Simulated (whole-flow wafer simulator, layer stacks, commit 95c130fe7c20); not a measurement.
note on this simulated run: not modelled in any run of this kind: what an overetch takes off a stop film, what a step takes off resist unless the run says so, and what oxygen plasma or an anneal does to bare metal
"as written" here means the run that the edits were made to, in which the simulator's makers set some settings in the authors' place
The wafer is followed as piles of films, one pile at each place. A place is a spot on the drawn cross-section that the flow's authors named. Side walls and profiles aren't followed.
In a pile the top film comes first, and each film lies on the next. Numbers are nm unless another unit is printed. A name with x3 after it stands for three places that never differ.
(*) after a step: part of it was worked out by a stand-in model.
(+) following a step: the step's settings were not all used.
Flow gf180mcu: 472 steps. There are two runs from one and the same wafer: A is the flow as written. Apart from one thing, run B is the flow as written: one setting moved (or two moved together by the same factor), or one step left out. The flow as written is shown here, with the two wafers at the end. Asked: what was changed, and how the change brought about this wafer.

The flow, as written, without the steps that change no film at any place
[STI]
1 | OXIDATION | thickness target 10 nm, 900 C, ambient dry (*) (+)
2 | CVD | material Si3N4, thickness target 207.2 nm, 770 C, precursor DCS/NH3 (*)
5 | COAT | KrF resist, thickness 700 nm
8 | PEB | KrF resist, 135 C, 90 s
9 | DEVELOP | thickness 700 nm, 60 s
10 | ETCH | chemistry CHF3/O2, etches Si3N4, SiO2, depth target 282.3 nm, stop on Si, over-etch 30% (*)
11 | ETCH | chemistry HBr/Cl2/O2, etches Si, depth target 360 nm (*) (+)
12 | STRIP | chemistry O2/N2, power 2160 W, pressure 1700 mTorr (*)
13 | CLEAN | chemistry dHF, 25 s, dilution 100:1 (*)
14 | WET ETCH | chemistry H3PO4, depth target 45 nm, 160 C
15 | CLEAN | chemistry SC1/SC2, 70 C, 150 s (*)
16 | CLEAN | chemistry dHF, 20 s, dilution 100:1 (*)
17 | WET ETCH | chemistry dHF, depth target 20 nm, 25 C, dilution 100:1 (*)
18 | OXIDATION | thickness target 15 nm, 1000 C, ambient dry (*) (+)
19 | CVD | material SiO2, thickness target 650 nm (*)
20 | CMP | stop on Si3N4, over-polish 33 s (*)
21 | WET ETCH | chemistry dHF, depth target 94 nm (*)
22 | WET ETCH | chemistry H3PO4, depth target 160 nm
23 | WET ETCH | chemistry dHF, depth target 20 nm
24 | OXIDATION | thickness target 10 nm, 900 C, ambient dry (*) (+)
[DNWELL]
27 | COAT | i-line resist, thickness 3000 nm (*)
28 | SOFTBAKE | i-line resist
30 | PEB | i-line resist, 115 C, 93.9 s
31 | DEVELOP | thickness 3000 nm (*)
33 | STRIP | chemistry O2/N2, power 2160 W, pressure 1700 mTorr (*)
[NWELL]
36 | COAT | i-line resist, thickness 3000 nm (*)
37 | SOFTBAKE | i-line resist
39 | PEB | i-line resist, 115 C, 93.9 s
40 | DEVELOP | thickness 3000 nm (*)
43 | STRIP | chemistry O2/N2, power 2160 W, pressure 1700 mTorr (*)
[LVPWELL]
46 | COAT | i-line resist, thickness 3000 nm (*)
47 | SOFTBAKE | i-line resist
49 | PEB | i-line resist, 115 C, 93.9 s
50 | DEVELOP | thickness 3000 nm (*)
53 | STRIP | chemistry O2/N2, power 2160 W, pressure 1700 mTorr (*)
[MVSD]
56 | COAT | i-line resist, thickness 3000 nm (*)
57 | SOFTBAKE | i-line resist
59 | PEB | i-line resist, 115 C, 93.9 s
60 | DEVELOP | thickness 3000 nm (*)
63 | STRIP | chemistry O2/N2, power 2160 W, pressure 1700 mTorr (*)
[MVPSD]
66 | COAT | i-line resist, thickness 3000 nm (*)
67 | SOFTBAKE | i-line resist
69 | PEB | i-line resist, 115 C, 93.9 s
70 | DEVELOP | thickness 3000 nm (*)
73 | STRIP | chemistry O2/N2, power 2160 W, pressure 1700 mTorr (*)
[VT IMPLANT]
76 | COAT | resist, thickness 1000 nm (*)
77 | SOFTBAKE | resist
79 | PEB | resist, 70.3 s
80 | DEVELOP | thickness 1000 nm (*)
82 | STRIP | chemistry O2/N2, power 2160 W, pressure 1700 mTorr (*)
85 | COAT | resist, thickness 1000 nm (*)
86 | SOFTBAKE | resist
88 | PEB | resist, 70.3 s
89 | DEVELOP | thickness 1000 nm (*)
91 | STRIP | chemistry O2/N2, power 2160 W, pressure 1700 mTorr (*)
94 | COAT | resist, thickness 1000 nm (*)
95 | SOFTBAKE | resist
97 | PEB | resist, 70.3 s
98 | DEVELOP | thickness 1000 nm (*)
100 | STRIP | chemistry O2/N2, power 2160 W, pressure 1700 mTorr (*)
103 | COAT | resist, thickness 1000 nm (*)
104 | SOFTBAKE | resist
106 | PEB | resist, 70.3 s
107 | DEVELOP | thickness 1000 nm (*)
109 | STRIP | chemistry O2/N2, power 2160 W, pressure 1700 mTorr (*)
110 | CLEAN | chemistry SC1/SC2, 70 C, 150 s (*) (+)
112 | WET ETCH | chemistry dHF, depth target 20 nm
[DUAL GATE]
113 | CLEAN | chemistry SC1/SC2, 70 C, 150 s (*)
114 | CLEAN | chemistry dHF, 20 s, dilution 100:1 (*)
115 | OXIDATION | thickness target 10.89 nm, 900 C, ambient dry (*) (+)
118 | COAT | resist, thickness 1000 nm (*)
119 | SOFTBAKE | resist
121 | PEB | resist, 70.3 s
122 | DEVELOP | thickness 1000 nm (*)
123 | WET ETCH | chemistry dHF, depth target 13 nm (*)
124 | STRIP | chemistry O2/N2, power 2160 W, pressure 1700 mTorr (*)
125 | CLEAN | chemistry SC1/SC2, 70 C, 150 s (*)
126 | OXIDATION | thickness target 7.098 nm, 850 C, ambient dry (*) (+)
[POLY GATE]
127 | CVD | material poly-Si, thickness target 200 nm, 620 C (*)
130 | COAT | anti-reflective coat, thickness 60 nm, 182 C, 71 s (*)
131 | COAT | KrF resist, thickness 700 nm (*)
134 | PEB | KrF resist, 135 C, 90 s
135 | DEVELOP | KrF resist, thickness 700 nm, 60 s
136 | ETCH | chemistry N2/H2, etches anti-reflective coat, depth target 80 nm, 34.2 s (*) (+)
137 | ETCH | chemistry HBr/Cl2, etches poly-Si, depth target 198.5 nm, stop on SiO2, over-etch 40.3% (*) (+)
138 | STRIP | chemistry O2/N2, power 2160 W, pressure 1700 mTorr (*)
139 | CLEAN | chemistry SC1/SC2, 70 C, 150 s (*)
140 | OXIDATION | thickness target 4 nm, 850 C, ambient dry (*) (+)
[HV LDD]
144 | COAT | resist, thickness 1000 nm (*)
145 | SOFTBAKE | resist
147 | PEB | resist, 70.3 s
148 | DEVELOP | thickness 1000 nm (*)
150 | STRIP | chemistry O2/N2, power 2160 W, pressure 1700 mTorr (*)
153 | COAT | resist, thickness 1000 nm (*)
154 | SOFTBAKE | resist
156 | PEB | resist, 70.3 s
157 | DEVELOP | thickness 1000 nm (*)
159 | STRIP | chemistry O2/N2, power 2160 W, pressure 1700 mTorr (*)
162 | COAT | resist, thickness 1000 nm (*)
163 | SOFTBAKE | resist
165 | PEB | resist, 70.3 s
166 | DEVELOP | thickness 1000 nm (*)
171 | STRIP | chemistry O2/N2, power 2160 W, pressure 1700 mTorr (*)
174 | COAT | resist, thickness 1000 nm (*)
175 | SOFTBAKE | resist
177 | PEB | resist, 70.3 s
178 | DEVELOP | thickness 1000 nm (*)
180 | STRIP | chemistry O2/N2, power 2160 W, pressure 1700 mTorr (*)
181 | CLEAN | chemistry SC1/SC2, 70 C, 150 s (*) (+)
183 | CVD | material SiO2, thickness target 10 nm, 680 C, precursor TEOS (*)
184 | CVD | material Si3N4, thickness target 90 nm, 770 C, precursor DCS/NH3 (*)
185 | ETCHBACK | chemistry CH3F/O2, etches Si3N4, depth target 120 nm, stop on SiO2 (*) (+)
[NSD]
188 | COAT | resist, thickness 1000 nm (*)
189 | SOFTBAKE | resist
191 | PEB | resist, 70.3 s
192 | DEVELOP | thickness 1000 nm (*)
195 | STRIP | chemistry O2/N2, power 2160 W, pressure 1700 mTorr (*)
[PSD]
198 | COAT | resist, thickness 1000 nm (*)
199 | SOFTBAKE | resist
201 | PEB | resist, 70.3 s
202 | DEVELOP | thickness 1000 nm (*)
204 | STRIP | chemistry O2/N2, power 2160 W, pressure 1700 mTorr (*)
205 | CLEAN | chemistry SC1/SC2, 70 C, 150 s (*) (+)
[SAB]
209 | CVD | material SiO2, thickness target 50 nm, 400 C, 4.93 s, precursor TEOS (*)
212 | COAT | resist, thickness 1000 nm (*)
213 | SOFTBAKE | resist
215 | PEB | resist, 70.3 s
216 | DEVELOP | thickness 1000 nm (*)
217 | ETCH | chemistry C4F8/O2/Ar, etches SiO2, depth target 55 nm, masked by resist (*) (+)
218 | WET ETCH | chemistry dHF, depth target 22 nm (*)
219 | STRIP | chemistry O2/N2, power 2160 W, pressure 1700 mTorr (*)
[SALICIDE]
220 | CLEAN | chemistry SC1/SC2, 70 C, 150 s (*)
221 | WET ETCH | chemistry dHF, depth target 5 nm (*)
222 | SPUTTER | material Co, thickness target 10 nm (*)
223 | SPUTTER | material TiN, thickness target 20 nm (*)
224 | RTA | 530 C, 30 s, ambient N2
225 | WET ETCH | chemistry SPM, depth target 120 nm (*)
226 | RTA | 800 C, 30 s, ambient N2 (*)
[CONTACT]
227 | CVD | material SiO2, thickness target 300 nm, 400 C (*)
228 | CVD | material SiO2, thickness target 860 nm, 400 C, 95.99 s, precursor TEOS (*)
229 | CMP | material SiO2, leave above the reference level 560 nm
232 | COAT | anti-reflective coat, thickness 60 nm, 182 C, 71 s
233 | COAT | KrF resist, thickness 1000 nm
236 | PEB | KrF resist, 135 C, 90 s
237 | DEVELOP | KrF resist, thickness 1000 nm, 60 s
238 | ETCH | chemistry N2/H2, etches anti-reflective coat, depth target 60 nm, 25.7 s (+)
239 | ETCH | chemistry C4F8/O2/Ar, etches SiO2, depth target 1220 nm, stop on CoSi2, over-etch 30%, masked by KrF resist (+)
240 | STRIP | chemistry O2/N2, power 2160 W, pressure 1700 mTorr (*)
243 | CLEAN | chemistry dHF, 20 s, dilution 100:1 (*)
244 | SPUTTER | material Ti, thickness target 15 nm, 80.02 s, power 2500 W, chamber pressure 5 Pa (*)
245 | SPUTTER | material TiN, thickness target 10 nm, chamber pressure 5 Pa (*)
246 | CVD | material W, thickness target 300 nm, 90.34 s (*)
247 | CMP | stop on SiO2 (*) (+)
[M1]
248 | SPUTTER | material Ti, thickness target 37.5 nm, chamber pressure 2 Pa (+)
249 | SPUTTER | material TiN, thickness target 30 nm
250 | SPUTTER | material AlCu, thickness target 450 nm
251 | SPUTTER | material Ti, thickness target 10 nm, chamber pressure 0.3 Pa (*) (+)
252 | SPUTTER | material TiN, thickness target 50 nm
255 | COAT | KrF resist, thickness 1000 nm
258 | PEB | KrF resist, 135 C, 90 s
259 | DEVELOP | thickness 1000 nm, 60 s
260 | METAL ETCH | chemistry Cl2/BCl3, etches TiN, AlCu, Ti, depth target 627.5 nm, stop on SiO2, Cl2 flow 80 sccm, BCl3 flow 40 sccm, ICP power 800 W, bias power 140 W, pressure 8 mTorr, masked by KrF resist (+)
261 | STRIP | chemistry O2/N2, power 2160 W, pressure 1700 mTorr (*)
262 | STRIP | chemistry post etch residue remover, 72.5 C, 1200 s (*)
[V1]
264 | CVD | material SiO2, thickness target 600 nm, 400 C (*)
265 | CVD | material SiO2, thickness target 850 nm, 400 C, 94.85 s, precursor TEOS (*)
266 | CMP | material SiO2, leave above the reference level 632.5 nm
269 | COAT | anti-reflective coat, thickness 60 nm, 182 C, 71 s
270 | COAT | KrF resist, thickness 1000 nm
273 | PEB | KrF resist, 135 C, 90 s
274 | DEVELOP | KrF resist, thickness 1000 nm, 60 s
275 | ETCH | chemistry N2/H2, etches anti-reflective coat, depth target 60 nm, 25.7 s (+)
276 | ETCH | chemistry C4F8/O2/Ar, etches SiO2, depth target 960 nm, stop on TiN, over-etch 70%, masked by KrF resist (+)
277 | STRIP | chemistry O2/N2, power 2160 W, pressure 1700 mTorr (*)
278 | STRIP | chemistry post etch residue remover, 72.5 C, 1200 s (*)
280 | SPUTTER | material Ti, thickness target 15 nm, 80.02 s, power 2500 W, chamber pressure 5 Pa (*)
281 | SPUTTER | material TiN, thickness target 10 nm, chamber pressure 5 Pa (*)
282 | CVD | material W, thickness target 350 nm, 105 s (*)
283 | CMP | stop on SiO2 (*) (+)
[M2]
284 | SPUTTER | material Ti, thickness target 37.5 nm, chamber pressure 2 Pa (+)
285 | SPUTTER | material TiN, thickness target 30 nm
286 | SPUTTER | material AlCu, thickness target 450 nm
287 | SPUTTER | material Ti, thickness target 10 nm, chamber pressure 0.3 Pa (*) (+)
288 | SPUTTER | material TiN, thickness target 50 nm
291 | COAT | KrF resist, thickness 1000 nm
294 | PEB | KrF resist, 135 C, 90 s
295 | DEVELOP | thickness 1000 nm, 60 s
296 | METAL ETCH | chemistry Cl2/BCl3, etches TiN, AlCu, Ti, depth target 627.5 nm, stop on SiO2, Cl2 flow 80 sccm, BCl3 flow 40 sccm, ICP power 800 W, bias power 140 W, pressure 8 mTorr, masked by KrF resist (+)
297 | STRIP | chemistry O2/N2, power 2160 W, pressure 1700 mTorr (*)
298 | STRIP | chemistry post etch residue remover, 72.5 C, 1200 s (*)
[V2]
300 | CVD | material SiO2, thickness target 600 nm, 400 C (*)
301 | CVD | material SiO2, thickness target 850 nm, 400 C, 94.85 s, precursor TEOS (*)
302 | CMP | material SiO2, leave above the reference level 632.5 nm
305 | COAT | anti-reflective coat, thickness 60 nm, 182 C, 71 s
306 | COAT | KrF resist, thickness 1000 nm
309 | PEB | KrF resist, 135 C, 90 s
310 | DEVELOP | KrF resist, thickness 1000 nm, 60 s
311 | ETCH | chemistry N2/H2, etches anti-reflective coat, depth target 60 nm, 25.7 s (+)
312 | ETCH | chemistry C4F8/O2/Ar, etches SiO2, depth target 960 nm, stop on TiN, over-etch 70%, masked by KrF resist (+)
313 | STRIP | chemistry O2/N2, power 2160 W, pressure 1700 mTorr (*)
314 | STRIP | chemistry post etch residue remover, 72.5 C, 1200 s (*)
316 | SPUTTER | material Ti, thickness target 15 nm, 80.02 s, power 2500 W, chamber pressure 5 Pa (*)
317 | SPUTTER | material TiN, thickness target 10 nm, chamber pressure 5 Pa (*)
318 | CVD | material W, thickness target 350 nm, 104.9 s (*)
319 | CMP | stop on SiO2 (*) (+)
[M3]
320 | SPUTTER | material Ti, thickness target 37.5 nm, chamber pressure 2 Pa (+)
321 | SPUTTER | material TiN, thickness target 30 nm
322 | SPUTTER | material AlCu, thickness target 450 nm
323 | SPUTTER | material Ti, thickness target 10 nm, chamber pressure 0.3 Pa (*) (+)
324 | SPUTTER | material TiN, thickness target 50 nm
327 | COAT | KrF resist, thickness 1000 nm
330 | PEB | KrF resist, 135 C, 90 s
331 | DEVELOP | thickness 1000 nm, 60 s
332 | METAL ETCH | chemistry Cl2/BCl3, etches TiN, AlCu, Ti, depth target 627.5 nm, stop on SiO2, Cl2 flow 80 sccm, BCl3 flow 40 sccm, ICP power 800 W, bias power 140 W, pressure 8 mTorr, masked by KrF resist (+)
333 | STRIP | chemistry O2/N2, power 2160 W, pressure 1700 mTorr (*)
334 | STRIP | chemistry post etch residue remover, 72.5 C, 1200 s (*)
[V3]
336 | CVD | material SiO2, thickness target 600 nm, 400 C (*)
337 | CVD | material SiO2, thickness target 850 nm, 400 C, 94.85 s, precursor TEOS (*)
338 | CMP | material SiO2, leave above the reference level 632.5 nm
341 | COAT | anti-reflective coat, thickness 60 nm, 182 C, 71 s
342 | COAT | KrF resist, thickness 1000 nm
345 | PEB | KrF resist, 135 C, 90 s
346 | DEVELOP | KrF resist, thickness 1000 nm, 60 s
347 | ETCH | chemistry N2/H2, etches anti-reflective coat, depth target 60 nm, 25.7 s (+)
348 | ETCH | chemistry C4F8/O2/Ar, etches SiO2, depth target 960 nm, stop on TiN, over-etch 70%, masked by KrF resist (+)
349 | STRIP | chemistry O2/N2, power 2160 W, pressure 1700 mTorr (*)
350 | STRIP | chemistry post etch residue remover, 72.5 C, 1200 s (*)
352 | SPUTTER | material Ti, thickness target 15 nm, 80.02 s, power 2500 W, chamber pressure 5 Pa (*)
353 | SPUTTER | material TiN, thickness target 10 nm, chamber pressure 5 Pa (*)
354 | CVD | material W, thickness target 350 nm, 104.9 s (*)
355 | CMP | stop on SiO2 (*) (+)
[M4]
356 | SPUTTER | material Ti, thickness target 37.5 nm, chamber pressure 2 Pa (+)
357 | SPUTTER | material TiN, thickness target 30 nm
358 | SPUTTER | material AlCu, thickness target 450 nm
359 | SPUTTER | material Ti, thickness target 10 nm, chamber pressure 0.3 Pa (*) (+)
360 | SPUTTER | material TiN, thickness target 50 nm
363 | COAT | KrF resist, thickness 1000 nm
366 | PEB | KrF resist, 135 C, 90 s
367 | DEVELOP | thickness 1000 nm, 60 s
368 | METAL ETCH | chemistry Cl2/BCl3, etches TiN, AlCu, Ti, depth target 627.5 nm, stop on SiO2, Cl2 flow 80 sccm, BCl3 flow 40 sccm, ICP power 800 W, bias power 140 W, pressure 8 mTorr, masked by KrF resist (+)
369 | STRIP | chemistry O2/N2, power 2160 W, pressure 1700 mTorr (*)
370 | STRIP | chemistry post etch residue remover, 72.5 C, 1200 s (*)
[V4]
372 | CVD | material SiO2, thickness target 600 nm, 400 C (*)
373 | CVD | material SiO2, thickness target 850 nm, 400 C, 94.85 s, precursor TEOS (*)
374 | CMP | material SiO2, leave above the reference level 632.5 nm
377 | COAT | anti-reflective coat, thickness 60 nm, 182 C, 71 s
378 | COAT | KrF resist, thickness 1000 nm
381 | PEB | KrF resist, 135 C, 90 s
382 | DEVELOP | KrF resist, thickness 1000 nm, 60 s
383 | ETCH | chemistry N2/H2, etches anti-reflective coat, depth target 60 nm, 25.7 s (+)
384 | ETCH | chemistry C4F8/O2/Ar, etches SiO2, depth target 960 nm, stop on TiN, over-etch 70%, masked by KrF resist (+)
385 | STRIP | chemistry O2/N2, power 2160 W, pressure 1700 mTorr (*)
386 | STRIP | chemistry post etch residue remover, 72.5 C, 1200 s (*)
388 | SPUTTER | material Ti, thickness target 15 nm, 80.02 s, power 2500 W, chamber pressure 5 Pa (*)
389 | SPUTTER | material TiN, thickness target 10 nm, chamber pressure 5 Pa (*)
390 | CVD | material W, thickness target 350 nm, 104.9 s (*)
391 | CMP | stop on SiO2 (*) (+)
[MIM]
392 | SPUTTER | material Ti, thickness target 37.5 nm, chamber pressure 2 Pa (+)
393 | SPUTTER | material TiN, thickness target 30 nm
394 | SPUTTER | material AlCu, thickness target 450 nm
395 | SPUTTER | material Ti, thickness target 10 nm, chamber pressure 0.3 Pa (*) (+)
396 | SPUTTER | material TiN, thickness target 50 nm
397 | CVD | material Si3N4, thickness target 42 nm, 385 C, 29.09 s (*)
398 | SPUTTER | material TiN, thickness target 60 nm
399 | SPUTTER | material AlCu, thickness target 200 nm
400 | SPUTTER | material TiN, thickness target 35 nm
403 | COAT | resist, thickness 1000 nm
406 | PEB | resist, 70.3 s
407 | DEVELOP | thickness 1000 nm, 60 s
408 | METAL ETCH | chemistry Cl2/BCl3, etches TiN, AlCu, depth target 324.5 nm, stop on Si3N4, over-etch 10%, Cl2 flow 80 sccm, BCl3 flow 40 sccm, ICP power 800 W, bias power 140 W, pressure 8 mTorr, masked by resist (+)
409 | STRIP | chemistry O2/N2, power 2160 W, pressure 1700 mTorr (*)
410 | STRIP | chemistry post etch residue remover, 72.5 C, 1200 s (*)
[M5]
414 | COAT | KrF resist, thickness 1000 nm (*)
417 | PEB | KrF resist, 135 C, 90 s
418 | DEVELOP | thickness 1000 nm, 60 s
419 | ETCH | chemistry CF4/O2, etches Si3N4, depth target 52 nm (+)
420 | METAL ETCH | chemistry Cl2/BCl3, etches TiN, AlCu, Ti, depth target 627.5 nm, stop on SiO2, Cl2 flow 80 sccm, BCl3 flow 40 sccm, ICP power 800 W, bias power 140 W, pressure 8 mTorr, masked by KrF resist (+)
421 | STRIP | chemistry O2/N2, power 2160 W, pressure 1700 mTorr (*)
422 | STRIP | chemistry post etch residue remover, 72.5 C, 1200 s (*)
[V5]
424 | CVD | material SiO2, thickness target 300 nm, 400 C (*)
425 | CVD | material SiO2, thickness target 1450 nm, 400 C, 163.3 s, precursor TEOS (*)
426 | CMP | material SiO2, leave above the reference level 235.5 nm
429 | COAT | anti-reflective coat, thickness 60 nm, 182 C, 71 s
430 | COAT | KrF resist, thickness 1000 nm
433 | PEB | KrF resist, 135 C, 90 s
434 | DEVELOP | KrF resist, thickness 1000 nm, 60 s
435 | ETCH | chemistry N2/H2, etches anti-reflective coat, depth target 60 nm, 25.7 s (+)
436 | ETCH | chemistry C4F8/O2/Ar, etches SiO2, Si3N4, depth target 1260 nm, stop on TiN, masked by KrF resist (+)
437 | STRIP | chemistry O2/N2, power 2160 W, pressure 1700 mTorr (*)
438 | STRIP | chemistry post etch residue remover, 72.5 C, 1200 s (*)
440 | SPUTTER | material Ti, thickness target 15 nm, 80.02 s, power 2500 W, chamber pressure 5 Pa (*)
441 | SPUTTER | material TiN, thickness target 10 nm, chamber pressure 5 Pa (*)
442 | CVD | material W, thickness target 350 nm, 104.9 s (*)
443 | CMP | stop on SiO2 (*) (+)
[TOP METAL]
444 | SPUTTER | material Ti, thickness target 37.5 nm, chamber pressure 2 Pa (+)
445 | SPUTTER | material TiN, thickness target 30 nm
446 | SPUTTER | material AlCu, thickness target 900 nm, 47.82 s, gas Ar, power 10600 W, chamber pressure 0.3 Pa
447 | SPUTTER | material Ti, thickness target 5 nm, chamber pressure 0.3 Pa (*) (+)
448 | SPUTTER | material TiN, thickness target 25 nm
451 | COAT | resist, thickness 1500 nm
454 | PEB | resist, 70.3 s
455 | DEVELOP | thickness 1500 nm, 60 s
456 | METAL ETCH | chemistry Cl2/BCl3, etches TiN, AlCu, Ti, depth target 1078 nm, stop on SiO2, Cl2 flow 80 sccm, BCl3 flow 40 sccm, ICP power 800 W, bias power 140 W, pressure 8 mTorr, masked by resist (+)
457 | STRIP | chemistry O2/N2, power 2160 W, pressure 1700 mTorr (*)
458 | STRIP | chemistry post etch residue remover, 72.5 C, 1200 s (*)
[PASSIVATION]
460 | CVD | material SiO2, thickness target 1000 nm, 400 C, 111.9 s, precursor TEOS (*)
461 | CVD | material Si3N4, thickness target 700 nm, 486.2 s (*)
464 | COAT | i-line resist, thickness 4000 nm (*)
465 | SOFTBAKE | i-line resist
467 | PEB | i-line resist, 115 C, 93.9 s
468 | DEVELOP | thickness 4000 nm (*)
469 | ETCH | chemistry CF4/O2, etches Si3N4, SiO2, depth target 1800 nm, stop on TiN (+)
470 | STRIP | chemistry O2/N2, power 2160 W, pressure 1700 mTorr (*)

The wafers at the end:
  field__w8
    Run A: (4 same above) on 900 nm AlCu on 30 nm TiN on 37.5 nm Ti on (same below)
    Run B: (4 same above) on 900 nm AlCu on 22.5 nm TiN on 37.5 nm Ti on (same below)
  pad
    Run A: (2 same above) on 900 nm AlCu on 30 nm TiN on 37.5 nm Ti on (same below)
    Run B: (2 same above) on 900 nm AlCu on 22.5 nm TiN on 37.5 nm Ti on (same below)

The reason: step 445, SPUTTER: thickness target 22.5 nm was run, though the flow has thickness target 30 nm.
The wafer itself shows it: field__w8 has TiN 22.5, and step 445 as written asks for 30 nm.

How this came from the change, step by step:
  445 | SPUTTER | material TiN, thickness target 30 nm
      field, field__w1, field__w2 and 109 more: A +30 TiN (new film) | B +22.5 TiN (new film)
  456 | METAL ETCH | chemistry Cl2/BCl3, etches TiN, AlCu, Ti, depth target 1078 nm, stop on SiO2, Cl2 flow 80 sccm, BCl3 flow 40 sccm, ICP power 800 W, bias power 140 W, pressure 8 mTorr, masked by resist (+)
      field, field__w1, field__w2 and 103 more: A -25 TiN (all of it), -5 Ti (all of it), -900 AlCu (all of it), -30 TiN (all of it), -37.5 Ti (all of it) | B -25 TiN (all of it), -5 Ti (all of it), -900 AlCu (all of it), -22.5 TiN (all of it), -37.5 Ti (all of it)
